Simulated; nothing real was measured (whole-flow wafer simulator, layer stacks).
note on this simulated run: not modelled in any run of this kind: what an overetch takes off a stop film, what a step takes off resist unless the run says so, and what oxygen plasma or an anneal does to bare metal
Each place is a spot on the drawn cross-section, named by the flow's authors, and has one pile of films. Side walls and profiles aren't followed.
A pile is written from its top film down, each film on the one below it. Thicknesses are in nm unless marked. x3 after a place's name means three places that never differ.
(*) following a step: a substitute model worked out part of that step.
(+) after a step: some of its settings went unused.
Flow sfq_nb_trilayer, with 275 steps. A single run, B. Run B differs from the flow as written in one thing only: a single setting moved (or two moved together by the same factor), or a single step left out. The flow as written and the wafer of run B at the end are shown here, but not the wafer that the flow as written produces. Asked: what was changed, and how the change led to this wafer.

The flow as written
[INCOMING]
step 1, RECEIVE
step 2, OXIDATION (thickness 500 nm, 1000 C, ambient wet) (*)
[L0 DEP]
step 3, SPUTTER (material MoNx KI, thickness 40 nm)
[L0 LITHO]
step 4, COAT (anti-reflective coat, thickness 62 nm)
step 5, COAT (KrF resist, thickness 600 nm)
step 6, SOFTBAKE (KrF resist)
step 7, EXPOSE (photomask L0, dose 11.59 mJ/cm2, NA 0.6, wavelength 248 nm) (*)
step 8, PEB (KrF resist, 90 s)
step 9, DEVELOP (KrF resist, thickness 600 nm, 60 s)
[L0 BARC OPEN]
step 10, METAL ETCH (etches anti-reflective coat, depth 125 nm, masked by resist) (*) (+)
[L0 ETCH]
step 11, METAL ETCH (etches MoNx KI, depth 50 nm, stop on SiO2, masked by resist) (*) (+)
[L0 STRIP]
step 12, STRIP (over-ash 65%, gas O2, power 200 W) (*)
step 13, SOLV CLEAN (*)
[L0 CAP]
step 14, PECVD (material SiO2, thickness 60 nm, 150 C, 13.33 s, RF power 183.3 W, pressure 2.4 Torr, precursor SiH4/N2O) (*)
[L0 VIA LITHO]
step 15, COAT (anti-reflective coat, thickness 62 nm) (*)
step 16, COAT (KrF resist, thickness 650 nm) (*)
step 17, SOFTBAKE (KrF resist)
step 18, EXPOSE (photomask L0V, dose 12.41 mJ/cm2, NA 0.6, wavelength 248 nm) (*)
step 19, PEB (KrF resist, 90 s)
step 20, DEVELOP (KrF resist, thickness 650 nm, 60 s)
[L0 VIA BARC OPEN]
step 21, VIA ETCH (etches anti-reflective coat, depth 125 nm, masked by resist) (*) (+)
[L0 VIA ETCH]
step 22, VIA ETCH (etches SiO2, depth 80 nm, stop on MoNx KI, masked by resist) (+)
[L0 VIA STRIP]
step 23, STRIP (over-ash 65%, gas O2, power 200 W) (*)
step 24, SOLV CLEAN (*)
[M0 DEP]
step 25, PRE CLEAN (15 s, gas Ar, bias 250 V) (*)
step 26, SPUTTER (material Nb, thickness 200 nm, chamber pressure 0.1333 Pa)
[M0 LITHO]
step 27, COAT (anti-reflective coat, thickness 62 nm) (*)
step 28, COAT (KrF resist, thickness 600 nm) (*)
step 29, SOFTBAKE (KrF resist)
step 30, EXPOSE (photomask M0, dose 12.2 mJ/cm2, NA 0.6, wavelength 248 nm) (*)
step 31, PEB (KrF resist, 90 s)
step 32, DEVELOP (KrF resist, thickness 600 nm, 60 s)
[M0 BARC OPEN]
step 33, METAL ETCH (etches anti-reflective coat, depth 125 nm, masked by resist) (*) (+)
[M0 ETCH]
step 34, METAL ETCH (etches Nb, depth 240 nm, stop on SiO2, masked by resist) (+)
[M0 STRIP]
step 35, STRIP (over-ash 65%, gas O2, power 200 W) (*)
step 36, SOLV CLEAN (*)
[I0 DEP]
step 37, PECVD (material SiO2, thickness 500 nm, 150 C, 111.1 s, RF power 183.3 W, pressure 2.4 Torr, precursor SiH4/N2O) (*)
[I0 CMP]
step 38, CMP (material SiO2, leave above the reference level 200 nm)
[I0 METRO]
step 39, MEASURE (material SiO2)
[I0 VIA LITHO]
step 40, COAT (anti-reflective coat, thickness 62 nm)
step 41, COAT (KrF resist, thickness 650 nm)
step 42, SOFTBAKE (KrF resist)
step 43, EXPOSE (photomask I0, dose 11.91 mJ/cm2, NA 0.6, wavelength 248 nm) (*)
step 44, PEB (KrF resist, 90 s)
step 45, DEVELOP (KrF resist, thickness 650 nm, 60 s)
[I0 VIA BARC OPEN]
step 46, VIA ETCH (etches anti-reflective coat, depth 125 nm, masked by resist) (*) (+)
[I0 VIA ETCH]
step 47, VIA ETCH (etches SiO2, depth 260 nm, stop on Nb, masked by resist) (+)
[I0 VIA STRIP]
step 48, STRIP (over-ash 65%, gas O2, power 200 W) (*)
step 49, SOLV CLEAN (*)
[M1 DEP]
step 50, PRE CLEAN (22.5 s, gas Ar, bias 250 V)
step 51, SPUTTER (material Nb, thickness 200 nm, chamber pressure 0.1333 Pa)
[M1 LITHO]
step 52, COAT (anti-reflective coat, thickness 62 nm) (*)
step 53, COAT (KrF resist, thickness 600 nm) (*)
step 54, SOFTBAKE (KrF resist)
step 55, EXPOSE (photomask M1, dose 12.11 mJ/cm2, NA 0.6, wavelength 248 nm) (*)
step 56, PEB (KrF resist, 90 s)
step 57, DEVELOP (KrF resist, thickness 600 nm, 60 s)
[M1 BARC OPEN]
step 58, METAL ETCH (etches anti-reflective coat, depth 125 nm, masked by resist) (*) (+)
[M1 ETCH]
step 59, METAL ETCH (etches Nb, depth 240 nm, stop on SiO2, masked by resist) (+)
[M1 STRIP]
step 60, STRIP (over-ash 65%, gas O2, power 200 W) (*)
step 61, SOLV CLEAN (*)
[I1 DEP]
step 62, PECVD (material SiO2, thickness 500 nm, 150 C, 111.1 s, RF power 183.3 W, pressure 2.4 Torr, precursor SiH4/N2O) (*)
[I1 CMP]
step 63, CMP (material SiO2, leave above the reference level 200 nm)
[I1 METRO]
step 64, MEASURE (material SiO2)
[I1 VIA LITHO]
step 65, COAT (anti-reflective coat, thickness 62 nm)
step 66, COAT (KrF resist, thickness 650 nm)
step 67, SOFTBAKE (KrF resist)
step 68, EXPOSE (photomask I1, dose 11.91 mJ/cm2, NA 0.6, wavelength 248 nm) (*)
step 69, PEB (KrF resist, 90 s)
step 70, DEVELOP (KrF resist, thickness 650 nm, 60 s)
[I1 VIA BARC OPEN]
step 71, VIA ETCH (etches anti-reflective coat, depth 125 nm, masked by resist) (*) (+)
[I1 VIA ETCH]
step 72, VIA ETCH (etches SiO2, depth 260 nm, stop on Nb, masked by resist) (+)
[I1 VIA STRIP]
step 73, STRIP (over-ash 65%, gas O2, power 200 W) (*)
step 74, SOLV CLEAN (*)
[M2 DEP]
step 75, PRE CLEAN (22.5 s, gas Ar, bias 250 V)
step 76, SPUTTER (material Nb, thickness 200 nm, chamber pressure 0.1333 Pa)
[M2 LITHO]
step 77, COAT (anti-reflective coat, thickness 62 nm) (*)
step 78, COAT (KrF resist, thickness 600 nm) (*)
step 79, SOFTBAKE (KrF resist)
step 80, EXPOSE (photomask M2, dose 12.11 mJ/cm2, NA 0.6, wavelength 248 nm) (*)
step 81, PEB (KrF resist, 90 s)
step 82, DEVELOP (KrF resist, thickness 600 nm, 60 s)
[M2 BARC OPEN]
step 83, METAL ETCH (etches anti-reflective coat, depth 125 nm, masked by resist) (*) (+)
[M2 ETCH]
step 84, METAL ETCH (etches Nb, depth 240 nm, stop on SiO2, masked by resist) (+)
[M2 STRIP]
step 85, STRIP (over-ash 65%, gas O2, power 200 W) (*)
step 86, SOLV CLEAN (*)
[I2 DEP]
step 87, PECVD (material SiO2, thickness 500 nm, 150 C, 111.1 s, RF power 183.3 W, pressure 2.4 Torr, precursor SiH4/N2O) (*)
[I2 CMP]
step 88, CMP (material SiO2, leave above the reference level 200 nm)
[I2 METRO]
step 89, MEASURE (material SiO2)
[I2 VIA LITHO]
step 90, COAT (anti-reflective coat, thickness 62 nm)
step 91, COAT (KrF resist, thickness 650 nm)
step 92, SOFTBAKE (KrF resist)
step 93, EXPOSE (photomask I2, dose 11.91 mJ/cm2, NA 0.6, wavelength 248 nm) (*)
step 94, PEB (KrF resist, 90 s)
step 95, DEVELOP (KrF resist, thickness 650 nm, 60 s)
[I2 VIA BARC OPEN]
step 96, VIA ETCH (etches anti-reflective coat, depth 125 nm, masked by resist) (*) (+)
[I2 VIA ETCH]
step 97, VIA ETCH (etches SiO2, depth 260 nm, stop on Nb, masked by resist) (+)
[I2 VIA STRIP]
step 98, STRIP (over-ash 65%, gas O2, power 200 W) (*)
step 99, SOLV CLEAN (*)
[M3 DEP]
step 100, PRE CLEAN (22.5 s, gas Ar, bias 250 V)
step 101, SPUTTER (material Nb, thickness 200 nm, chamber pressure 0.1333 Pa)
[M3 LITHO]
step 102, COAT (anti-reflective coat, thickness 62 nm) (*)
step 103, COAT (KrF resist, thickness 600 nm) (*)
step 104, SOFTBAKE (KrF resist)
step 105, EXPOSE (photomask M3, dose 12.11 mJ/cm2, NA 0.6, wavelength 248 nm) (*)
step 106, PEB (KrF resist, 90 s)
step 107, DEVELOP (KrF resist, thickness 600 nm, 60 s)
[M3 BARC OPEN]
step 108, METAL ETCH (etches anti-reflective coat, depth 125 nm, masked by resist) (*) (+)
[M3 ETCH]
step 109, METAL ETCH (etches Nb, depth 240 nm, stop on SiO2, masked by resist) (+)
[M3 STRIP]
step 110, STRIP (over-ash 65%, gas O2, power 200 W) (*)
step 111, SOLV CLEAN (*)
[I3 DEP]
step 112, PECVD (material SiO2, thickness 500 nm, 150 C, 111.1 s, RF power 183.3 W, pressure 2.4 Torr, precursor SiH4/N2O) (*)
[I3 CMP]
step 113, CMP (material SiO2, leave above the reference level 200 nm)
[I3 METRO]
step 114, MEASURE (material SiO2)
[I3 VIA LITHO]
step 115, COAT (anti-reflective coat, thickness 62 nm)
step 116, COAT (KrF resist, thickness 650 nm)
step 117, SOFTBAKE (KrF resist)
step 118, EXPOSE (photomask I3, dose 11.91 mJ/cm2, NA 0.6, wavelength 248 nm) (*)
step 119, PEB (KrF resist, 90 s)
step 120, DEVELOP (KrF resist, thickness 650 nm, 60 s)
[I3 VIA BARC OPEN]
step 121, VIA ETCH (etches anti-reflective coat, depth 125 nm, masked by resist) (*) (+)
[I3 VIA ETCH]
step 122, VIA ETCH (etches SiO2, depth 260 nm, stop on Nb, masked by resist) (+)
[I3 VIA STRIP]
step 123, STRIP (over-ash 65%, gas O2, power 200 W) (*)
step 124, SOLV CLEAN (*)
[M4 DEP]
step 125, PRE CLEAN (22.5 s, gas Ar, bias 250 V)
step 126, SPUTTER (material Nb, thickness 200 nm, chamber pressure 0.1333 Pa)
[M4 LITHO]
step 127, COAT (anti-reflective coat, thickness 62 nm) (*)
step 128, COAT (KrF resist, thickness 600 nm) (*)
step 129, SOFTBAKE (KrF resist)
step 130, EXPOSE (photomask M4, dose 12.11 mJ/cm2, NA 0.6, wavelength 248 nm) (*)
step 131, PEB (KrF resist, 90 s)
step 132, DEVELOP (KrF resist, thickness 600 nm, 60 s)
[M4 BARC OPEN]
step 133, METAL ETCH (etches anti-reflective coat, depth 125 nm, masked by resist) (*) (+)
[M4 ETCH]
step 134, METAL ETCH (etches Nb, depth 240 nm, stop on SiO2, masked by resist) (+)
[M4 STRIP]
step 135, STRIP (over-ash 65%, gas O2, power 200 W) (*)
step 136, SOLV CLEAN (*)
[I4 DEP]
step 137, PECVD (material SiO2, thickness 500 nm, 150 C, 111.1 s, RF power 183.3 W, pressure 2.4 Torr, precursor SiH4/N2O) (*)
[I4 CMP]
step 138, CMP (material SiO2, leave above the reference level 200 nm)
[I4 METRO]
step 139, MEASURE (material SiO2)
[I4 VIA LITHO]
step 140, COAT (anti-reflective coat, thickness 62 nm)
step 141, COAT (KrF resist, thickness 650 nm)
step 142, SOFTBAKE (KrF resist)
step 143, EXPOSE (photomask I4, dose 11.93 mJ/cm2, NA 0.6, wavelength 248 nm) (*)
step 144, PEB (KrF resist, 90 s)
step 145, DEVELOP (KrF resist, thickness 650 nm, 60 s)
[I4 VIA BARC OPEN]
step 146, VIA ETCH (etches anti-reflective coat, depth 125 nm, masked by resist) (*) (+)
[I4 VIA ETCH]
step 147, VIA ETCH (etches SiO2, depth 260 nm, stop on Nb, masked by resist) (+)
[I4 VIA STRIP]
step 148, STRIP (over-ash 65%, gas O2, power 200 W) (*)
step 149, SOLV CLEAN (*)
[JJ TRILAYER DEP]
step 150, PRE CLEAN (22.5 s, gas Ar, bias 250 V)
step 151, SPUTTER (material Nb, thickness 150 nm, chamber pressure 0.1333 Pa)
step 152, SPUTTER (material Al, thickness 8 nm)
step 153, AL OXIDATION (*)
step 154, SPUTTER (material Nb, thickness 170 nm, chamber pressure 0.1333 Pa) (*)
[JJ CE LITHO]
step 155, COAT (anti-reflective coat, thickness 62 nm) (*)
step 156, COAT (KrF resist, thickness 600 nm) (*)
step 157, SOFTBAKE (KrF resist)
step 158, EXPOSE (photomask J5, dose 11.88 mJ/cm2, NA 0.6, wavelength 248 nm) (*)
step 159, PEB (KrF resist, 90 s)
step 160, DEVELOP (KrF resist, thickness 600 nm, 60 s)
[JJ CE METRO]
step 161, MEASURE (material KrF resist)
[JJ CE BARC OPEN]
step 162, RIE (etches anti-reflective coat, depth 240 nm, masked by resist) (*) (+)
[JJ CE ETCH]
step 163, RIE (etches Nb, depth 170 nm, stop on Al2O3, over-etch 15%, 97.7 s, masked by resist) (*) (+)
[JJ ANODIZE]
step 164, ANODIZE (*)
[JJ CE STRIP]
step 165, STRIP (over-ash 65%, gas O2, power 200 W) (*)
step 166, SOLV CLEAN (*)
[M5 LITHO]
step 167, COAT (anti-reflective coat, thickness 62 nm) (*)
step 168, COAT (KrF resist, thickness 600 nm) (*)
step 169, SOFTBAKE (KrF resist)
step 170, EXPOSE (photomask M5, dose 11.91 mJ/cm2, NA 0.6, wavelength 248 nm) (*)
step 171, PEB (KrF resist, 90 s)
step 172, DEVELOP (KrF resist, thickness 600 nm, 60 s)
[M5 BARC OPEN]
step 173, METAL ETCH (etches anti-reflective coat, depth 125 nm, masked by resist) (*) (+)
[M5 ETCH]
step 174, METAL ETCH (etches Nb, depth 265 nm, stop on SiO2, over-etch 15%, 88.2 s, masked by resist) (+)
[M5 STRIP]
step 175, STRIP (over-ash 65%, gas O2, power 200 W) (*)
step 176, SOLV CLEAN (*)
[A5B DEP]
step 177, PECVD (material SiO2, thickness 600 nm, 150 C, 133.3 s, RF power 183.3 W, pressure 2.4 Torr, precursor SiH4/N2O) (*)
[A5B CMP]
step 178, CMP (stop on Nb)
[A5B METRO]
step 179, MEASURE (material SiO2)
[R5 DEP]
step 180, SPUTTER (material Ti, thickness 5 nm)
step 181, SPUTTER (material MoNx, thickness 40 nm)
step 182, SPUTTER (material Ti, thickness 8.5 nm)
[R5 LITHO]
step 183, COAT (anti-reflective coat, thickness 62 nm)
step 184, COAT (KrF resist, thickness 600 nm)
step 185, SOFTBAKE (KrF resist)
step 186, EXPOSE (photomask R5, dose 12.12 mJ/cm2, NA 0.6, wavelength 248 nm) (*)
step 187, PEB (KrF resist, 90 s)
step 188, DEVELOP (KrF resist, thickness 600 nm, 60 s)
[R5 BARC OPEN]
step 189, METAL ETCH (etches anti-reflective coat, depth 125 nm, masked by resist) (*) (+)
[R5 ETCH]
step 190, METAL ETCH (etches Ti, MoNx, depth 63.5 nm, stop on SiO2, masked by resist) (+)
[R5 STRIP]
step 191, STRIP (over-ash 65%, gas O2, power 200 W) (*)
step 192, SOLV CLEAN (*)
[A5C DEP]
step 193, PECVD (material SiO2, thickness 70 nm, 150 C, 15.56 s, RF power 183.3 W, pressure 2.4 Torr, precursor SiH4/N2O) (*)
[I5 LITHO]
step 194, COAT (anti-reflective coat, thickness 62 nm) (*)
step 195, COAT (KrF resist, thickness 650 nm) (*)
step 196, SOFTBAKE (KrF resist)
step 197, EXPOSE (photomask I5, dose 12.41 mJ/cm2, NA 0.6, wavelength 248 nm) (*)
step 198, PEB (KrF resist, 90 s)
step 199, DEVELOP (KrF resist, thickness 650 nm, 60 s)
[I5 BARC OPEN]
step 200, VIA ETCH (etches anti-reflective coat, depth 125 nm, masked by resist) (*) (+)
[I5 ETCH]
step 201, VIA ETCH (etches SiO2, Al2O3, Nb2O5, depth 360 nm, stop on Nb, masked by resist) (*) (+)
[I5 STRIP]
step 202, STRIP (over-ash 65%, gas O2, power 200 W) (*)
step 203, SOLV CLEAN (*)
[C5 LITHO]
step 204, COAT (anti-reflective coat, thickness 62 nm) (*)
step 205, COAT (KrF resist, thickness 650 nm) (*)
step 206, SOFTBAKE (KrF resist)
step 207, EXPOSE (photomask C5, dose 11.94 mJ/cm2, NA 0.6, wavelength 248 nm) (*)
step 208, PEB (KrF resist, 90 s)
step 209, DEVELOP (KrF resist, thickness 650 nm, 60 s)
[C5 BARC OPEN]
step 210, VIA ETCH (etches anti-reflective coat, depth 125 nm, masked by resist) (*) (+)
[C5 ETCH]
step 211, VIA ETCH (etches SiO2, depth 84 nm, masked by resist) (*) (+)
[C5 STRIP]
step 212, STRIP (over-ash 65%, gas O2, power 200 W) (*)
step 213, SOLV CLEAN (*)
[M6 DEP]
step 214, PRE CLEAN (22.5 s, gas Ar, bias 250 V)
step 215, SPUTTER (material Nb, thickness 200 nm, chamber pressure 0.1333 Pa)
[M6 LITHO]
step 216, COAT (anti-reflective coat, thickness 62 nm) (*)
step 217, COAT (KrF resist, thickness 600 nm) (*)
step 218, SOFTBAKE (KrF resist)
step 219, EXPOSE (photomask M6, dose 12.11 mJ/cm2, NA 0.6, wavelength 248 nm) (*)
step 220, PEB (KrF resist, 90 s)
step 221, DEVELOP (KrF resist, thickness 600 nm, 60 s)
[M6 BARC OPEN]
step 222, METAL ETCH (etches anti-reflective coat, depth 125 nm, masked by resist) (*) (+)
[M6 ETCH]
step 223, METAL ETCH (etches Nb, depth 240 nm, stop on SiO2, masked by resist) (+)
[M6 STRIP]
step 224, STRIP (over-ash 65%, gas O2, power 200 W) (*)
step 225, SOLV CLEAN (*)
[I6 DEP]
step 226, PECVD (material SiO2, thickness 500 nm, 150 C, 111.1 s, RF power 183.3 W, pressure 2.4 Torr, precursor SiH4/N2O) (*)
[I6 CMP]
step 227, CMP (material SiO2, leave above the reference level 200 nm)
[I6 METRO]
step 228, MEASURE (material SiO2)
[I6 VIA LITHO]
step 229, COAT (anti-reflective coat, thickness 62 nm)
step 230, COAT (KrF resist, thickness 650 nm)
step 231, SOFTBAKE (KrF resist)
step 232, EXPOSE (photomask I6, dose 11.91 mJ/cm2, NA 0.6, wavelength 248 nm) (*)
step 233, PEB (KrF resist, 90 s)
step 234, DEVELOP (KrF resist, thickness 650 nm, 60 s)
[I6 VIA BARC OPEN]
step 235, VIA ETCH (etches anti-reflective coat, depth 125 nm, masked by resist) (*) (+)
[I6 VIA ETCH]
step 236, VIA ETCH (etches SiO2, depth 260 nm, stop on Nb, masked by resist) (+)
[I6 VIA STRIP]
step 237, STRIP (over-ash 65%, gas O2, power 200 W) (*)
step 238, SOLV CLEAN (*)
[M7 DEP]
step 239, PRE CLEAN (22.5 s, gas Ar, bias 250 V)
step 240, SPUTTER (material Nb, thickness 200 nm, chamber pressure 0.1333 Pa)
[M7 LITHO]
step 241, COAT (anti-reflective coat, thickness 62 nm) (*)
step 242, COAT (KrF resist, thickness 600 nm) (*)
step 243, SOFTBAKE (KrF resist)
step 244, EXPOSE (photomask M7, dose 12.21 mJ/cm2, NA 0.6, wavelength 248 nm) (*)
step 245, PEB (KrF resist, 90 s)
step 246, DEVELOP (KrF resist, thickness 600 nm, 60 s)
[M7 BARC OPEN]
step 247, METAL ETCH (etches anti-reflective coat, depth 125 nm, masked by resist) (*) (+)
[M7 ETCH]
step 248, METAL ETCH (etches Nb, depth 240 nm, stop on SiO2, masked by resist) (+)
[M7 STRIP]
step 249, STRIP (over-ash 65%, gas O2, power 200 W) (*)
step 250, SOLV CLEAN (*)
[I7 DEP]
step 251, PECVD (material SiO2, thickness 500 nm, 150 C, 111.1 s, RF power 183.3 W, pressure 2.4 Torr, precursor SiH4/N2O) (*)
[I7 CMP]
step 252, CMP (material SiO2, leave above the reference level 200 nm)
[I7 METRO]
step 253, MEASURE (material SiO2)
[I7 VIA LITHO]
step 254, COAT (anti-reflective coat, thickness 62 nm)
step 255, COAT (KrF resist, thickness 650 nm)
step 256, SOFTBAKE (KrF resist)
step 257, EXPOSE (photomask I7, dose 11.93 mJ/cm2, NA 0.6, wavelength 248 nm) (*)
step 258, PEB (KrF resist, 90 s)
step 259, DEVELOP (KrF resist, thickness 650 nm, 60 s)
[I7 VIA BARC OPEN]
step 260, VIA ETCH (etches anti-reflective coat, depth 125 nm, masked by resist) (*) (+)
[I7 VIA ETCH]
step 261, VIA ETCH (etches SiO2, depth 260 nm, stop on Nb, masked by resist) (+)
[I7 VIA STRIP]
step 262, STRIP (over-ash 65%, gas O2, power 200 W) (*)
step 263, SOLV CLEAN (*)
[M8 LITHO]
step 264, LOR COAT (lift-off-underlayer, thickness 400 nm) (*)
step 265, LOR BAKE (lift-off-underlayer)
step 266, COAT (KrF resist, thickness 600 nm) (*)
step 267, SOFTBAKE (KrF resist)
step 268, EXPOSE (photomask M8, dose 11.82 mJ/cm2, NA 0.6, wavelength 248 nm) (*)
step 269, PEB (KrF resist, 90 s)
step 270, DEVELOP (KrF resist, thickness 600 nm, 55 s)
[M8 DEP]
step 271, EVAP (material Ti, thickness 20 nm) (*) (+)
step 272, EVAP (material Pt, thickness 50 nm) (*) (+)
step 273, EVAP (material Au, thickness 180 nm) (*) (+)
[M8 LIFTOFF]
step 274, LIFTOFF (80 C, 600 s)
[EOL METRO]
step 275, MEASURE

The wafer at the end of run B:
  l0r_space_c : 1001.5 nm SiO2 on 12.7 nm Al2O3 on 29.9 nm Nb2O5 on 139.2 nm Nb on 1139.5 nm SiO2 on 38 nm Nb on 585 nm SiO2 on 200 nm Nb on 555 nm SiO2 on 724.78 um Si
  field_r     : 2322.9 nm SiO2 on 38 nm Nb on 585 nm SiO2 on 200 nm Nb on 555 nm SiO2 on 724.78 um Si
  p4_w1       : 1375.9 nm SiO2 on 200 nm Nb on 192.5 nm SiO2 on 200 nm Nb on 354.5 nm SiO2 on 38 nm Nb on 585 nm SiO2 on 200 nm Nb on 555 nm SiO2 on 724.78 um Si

Cause: step 84, METAL ETCH: depth 162 nm was run, though the flow has depth 240 nm.

How this came from the change, step by step:
  step 84, METAL ETCH (etches Nb, depth 240 nm, stop on SiO2, masked by resist) (+)
      field_l, be, be_sur and 81 more: Nb loses 162 (it would be, as written: Nb loses 200 (all of it))
      v_sur, via_wl, via_w and 19 more: KrF resist loses 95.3 (it would be, as written: KrF resist loses 141.2)
  step 85, STRIP (over-ash 65%, gas O2, power 200 W) (*)
      wl_j_sl, wl_jj, wl_j_sr and 12 more: KrF resist loses 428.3 (all of it), anti-reflective coat loses 62 (all of it) (it would be, as written: KrF resist loses 382.4 (all of it), anti-reflective coat loses 62 (all of it))
      v_sur: KrF resist loses 425.9 (all of it), anti-reflective coat loses 61.4 (all of it) (it would be, as written: KrF resist loses 380 (all of it), anti-reflective coat loses 61.4 (all of it))
      (also at 6 further places)
  step 87, PECVD (material SiO2, thickness 500 nm, 150 C, 111.1 s, RF power 183.3 W, pressure 2.4 Torr, precursor SiH4/N2O) (*)
      field_l, be, be_sur and 81 more: SiO2 gains 500 (new film) (it would be, as written: SiO2 gains 500)
  step 88, CMP (material SiO2, leave above the reference level 200 nm)
      field_l, be, be_sur and 81 more: SiO2 loses 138 (it would be, as written: SiO2 loses 100)
Taking metal films that touch as one body, l0r_space_c has 3 bodies (between them, from the top down: SiO2 1139.5; SiO2 585); the flow as written gives 2 bodies (between them, from the top down: SiO2 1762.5).
Taking metal films that touch as one body, field_r has 2 bodies (between them, from the top down: SiO2 585); the flow as written gives 1 body.
Taking metal films that touch as one body, p4_w1 has 4 bodies (between them, from the top down: SiO2 192.5; SiO2 354.5; SiO2 585); the flow as written gives 3 bodies (between them, from the top down: SiO2 192.5; SiO2 977.5).
